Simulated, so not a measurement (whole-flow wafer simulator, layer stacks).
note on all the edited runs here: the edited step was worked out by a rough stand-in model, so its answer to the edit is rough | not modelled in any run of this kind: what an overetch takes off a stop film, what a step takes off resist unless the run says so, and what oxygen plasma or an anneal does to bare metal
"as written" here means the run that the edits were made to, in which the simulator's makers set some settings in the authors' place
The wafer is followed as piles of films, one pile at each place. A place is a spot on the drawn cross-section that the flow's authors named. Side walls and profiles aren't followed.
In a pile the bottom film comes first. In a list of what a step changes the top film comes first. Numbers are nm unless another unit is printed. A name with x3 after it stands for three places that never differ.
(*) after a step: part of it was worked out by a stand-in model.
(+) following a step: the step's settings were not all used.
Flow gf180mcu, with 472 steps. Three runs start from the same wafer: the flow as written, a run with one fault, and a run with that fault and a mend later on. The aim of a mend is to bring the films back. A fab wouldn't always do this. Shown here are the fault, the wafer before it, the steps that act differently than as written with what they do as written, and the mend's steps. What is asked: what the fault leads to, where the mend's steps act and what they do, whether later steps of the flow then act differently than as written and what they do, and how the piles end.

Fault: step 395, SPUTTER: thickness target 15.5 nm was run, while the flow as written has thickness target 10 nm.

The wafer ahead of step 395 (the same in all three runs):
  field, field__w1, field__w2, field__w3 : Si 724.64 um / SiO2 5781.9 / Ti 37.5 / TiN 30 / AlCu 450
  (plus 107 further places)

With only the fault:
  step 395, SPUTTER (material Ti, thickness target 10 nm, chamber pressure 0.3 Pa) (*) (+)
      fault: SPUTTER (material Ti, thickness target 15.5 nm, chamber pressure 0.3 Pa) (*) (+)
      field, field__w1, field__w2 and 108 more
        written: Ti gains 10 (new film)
        fault: Ti gains 15.5 (new film)
  Steps later in the flow that act otherwise than as written (1 more step, not shown, differs only slightly: by at most 2% or 0.5 nm, whichever is larger):
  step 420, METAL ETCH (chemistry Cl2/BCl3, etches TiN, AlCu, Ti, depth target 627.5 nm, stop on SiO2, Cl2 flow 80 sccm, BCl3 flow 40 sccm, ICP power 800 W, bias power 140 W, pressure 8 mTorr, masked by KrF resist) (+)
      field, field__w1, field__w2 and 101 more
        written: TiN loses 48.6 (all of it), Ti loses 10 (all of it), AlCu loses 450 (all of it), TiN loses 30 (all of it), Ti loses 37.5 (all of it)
        fault: TiN loses 48.6 (all of it), Ti loses 15.5 (all of it), AlCu loses 450 (all of it), TiN loses 30 (all of it), Ti loses 37.5 (all of it)
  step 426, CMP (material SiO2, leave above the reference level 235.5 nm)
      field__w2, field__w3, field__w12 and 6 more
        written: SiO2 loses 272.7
        fault: SiO2 loses 266.9
  By the end, the piles at field__w4, field__w8, contact, m1, m1__w1, mim, mim_1p0, m1_nw depart from the flow's by more than 2% or 0.5 nm, whichever is larger.
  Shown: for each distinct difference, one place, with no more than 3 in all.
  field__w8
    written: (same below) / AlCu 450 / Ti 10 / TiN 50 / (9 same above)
    fault: (same below) / AlCu 450 / Ti 15.5 / TiN 50 / (9 same above)
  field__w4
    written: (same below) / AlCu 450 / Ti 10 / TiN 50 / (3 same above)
    fault: (same below) / AlCu 450 / Ti 15.5 / TiN 50 / (3 same above)
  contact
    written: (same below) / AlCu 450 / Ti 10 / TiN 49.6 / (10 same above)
    fault: (same below) / AlCu 450 / Ti 15.5 / TiN 49.6 / (10 same above)

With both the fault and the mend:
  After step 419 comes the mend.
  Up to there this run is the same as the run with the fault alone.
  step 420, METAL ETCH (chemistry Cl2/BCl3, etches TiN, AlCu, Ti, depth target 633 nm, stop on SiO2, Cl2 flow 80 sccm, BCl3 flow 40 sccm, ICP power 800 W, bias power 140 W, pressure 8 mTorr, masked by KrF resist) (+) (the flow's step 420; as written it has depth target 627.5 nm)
      field, field__w1, field__w2 and 101 more
        TiN loses 48.6 (all of it), Ti loses 15.5 (all of it), AlCu loses 450 (all of it), TiN loses 30 (all of it), Ti loses 37.5 (all of it)
      field__w4, field__w8, contact, m1, m1__w1, mim, mim_1p0, m1_nw
        KrF resist loses 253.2
  Steps later in the flow that act otherwise than as written (2 more steps, not shown, differ only slightly: by at most 2% or 0.5 nm, whichever is larger):
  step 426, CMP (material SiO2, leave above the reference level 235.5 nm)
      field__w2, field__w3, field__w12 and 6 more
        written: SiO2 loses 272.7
        mend: SiO2 loses 266.9
  By the end, the piles at field__w4, field__w8, contact, m1, m1__w1, mim, mim_1p0, m1_nw depart from the flow's by more than 2% or 0.5 nm, whichever is larger.
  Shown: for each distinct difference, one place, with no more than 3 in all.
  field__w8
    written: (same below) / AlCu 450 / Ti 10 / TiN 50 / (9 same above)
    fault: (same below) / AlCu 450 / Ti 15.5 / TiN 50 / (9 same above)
    mend: (same below) / AlCu 450 / Ti 15.5 / TiN 50 / (9 same above)
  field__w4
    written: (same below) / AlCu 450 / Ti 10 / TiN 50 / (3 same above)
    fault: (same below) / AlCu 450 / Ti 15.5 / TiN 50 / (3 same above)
    mend: (same below) / AlCu 450 / Ti 15.5 / TiN 50 / (3 same above)
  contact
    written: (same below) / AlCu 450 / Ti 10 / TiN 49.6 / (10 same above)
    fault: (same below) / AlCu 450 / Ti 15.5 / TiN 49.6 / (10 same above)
    mend: (same below) / AlCu 450 / Ti 15.5 / TiN 49.6 / (10 same above)
